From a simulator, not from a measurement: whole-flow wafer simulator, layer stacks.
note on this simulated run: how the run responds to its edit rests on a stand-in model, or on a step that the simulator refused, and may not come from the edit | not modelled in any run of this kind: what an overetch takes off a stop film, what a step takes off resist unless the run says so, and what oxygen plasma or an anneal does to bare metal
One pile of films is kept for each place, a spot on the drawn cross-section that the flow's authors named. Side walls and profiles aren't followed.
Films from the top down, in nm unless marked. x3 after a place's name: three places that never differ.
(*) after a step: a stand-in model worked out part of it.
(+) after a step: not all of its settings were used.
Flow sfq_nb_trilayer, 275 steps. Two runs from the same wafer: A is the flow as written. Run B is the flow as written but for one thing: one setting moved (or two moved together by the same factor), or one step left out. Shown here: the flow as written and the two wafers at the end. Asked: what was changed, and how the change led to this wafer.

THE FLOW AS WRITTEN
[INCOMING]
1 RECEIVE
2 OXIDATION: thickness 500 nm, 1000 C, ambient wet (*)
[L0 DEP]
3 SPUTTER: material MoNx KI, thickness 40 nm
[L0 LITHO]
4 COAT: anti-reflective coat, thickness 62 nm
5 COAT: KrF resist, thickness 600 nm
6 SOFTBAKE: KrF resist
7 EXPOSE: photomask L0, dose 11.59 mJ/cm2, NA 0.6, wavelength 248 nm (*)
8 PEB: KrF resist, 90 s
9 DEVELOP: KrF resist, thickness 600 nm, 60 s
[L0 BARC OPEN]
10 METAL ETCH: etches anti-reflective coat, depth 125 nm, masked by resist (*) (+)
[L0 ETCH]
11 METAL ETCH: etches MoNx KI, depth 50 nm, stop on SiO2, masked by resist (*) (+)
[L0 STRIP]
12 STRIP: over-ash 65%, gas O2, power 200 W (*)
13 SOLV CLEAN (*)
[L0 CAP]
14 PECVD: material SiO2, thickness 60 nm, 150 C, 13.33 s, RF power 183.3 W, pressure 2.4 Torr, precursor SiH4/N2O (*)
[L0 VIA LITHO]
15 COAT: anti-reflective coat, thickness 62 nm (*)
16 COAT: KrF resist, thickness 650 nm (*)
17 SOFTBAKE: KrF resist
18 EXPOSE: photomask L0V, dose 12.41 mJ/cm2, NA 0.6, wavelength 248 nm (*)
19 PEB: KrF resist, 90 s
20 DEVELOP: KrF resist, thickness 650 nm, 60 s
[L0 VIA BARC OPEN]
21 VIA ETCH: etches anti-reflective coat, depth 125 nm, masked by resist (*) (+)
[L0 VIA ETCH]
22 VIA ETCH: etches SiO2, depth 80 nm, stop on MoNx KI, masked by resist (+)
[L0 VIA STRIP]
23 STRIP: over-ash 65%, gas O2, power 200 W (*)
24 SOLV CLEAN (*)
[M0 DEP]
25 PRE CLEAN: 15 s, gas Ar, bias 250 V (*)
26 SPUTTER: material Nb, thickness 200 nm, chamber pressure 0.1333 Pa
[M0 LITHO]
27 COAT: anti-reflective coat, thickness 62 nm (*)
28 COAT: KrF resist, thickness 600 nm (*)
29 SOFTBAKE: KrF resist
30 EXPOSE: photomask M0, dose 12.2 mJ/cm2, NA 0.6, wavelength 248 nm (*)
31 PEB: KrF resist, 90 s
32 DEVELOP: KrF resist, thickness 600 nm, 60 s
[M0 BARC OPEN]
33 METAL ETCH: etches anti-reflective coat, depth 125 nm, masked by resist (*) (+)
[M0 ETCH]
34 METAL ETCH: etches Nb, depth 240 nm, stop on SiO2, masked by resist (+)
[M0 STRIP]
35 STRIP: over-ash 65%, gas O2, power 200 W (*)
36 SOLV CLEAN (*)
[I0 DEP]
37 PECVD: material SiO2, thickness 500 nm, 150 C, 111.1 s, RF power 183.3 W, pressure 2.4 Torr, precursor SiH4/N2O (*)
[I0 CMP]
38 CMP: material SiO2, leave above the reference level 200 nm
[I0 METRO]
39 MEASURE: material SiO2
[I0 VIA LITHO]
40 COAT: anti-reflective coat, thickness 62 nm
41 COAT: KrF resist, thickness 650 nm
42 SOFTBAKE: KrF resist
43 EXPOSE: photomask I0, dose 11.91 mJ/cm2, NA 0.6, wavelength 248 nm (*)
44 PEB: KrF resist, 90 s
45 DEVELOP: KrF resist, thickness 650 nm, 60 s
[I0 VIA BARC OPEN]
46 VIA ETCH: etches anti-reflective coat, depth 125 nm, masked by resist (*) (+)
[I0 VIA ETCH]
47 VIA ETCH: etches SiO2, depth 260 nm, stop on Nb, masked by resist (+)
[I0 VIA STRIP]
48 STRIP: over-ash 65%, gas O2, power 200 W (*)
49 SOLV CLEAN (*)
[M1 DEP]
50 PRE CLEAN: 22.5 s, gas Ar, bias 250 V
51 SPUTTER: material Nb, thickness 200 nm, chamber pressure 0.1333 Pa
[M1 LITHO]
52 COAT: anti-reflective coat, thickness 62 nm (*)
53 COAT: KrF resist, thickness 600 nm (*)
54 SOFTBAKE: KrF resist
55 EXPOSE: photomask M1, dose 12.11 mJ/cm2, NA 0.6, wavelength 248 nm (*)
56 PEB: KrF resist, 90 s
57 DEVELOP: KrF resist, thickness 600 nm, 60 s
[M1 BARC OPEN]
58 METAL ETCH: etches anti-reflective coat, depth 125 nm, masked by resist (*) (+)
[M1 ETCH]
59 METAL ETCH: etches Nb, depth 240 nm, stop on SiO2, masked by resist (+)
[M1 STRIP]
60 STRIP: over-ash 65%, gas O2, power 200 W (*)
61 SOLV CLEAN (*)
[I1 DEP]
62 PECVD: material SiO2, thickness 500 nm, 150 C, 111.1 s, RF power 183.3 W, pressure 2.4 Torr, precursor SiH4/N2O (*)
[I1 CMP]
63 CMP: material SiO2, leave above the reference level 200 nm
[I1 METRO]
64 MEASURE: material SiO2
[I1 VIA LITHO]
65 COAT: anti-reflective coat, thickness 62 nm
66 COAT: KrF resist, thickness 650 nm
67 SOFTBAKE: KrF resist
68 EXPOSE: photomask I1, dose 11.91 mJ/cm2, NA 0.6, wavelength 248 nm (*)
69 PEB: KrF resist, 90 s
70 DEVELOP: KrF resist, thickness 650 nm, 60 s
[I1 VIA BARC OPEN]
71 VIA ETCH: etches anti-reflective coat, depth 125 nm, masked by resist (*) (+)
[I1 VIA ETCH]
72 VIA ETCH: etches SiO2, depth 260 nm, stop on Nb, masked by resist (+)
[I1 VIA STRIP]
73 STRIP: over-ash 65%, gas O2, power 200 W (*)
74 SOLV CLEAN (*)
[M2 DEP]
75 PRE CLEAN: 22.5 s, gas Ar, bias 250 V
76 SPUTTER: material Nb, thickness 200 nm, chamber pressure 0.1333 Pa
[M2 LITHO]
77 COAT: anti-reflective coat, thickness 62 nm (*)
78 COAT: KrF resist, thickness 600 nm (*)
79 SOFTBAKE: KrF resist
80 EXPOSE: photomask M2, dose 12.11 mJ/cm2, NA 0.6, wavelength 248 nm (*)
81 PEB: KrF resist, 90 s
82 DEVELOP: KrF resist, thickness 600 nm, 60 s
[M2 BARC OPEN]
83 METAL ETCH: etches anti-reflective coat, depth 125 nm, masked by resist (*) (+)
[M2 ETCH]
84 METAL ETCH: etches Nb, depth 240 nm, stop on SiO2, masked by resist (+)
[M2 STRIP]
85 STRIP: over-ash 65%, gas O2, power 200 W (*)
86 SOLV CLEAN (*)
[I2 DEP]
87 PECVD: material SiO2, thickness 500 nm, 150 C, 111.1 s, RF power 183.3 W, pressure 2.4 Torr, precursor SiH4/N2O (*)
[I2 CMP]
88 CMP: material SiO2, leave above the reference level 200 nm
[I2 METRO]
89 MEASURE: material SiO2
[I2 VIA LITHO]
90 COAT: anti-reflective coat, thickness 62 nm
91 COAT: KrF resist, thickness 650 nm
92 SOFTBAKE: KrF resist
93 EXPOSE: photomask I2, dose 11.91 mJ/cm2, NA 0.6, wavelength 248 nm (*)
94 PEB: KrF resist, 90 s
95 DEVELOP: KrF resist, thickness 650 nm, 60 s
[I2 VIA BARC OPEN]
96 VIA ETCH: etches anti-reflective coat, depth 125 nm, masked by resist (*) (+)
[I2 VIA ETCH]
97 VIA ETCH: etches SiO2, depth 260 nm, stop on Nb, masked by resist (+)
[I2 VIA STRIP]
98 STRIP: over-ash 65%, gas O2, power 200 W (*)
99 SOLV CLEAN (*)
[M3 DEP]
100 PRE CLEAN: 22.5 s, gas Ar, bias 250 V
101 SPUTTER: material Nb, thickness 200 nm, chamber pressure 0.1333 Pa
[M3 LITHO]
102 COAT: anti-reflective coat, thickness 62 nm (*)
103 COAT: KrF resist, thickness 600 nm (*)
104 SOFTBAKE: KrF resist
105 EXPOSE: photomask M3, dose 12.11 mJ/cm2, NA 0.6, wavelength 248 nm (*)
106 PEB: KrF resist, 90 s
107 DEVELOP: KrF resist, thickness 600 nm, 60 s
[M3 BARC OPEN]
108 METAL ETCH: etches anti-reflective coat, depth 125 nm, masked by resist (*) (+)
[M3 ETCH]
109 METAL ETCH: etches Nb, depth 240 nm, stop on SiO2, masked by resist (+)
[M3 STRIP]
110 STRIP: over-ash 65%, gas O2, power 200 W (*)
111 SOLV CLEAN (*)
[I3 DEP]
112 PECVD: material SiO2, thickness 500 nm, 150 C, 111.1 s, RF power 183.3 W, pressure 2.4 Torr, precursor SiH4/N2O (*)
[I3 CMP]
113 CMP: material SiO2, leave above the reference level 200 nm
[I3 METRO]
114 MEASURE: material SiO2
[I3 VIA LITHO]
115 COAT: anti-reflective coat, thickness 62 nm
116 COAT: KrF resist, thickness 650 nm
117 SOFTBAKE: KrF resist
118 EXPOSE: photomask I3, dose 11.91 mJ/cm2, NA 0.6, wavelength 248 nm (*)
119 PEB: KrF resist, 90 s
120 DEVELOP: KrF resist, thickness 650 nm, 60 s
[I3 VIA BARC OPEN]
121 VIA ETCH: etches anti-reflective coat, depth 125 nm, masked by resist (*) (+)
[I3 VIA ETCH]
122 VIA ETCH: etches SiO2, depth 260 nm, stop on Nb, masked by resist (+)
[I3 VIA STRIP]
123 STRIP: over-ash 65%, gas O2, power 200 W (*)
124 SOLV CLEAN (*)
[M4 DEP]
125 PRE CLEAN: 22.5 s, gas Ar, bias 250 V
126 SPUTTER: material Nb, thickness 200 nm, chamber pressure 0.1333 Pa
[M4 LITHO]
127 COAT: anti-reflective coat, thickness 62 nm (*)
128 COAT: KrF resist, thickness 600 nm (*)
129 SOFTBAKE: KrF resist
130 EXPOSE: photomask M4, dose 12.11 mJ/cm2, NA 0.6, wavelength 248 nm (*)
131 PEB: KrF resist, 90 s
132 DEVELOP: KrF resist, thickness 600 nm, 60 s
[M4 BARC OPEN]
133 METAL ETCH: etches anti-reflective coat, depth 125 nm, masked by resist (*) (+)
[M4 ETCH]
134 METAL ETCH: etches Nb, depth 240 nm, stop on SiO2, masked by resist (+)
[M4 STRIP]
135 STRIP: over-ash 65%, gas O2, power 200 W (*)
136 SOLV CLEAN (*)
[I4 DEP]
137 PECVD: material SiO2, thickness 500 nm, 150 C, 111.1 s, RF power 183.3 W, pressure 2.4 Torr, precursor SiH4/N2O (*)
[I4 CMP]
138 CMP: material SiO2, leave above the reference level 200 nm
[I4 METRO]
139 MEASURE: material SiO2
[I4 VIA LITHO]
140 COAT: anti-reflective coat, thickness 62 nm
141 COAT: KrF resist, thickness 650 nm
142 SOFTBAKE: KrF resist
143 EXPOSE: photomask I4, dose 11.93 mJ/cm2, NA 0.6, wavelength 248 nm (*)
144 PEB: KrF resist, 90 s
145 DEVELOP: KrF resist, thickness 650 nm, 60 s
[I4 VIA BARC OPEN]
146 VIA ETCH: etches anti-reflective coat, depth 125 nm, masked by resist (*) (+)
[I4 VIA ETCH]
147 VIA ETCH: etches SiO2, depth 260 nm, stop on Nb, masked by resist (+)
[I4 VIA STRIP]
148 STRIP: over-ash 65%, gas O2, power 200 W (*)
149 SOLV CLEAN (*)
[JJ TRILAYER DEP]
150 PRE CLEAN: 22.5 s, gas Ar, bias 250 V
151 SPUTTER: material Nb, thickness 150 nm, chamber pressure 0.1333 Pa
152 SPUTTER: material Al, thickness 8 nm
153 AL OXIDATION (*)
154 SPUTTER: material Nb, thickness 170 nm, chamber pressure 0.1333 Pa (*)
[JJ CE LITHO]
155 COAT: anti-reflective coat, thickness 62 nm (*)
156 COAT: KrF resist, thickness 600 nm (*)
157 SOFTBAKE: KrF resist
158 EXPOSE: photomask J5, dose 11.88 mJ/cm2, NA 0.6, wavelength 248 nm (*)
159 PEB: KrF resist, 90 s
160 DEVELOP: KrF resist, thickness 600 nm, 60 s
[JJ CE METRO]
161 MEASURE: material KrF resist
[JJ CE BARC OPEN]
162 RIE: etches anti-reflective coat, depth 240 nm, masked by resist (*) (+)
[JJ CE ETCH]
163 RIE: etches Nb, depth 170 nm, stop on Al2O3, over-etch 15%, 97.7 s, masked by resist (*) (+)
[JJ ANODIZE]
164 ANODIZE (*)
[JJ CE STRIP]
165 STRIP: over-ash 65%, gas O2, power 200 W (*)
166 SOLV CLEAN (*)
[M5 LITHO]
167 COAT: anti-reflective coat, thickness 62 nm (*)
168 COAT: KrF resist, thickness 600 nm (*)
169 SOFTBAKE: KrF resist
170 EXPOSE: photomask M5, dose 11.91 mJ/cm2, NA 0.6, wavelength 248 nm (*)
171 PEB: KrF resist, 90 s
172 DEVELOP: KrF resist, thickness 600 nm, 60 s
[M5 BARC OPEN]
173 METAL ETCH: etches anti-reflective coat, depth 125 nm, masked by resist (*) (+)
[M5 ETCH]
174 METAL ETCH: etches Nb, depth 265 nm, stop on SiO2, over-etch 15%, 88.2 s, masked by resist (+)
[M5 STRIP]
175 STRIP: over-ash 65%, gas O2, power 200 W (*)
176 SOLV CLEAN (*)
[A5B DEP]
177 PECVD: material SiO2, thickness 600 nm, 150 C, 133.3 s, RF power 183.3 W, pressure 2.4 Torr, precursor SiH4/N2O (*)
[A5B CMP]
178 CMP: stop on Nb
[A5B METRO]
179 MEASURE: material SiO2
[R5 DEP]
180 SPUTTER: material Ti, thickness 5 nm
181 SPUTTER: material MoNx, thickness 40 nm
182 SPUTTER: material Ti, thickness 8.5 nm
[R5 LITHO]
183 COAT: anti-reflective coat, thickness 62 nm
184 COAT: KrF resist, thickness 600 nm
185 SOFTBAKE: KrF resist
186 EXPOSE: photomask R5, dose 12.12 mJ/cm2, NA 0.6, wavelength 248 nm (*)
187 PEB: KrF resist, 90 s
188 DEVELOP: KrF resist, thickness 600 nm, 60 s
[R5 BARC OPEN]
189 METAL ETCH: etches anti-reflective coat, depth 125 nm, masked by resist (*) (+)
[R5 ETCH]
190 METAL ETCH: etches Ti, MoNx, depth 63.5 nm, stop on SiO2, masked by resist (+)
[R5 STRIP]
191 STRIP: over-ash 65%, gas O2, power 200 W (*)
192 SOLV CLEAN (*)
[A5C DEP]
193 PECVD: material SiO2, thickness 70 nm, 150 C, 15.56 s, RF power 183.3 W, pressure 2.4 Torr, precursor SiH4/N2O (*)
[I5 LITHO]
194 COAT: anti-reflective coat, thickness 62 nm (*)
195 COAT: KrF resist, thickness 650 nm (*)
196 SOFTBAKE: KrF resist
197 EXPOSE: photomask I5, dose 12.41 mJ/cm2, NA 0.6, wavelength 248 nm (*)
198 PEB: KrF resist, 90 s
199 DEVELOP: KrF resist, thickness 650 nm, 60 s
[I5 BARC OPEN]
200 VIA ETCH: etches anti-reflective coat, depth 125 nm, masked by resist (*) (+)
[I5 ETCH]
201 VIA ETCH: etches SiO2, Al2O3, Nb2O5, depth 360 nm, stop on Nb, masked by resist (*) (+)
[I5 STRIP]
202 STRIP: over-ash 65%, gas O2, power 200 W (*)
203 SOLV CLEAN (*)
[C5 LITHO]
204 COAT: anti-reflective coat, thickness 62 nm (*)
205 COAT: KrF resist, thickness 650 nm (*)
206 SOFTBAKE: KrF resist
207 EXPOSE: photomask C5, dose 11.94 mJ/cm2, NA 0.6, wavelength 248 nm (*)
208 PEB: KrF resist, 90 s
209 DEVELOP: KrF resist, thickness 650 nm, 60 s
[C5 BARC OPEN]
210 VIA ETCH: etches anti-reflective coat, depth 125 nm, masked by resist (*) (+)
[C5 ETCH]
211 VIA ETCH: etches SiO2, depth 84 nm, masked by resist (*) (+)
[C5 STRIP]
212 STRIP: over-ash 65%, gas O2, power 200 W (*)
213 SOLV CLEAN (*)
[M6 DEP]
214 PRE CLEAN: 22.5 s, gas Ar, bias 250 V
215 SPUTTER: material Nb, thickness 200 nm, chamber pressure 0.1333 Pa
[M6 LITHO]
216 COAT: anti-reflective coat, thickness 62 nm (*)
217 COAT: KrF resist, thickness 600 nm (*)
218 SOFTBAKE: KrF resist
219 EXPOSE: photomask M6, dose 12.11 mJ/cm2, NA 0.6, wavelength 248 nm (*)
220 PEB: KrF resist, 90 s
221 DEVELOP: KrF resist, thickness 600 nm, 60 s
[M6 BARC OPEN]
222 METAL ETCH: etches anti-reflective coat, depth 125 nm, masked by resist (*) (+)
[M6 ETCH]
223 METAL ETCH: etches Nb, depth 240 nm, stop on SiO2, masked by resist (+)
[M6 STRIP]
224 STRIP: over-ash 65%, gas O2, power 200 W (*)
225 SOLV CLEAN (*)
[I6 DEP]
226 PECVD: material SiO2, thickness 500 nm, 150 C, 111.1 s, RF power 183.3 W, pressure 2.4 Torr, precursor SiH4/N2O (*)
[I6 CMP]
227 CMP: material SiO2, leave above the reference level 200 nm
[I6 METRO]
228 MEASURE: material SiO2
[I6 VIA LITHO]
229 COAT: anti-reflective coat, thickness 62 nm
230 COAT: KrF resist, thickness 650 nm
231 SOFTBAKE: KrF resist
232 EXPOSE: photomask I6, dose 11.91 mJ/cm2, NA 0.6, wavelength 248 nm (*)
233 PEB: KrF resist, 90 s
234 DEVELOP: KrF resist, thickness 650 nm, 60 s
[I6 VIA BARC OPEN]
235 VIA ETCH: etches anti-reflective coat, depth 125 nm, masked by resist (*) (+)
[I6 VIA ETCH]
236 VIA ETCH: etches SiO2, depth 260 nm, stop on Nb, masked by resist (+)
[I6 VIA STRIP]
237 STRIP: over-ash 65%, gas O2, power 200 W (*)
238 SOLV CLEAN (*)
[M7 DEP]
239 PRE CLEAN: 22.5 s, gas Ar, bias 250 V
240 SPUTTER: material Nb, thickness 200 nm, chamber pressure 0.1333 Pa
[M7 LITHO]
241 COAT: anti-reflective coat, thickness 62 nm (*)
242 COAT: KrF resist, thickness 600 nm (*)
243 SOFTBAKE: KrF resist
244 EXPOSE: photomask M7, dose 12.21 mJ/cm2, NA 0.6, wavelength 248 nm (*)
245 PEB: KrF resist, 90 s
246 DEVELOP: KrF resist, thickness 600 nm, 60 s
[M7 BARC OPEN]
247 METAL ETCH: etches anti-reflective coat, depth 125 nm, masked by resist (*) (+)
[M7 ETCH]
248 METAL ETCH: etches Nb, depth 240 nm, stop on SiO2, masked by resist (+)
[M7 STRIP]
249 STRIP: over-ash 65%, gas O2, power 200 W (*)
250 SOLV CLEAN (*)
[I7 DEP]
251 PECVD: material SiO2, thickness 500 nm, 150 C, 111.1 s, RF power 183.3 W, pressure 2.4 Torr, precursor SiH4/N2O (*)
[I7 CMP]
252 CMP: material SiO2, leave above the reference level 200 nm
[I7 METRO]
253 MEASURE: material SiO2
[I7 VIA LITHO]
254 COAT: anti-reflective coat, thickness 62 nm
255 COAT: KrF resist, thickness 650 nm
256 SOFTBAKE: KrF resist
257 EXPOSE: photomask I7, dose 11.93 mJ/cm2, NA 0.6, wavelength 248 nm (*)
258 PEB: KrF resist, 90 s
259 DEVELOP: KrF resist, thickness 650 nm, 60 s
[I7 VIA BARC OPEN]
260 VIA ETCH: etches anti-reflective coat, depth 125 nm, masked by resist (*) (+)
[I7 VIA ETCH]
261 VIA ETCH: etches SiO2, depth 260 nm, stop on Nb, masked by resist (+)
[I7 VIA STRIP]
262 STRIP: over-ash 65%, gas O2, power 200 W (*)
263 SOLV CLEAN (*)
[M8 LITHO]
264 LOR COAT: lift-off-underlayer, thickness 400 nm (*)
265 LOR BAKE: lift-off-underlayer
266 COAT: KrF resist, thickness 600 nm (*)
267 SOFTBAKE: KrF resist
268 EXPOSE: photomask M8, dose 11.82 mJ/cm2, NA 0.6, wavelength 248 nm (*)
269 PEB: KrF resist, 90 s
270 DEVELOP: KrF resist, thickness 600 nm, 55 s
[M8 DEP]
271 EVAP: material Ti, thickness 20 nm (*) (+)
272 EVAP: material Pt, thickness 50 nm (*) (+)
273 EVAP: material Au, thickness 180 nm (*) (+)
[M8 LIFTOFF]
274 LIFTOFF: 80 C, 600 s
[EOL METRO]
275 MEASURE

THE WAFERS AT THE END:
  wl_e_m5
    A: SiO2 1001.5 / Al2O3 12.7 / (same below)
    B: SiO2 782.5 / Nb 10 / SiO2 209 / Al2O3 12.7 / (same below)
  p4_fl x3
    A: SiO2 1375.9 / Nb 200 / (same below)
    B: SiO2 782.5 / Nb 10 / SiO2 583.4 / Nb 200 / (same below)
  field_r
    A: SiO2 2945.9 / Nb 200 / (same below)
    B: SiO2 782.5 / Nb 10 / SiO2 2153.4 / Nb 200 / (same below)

The cause: step 223, METAL ETCH: depth 190 nm was run, where the flow has depth 240 nm.

How the change led to this, step by step:
  223 METAL ETCH: etches Nb, depth 240 nm, stop on SiO2, masked by resist (+)
      field_l, gap, moat and 76 more: A Nb -200 (all of it) | B Nb -190
      v_sur, via_wl, via_w and 24 more: A KrF resist -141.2 | B KrF resist -111.8
  224 STRIP: over-ash 65%, gas O2, power 200 W (*)
      wl_j_sl, wl_j_sr: A KrF resist -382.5 (all of it), anti-reflective coat -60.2 (all of it) | B KrF resist -411.9 (all of it), anti-reflective coat -60.2 (all of it)
      wl_c_m6, wl_f_m6: A KrF resist -382.3 (all of it), anti-reflective coat -62 (all of it) | B KrF resist -411.7 (all of it), anti-reflective coat -62 (all of it)
      (and at 23 more places)
  226 PECVD: material SiO2, thickness 500 nm, 150 C, 111.1 s, RF power 183.3 W, pressure 2.4 Torr, precursor SiH4/N2O (*)
      field_l, p4_fl x3, p4_w1 x9 and 52 more: A SiO2 +500 | B SiO2 +500 (new film)
      moat, field_r, lsp_l, ln_m5, lsp_m: A SiO2 +493.6 | B SiO2 +493.9 (new film)
      (and at 9 more places)
  227 CMP: material SiO2, leave above the reference level 200 nm
      field_l, p4_fl x3, p4_w1 x9 and 49 more: A SiO2 -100 | B SiO2 -110
      moat, field_r, lsp_l, ln_m5, lsp_m: A SiO2 -93.6 | B SiO2 -103.9
      (and at 8 more places)
Counting metal films that touch as one body, wl_e_m5 has 7 bodies (between them, from the top down: SiO2 209 / Al2O3 12.7 / Nb2O5 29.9; SiO2 192.5; SiO2 192.5; SiO2 192.5; SiO2 192.5; SiO2 192.5); the flow as written gives 6 bodies (between them, from the top down: SiO2 192.5; SiO2 192.5; SiO2 192.5; SiO2 192.5; SiO2 192.5).
Counting metal films that touch as one body, p4_fl x3 has 3 bodies (between them, from the top down: SiO2 583.4; SiO2 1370); the flow as written gives 2 bodies (between them, from the top down: SiO2 1370).
Counting metal films that touch as one body, field_r has 2 bodies (between them, from the top down: SiO2 2153.4); the flow as written gives 1 body.
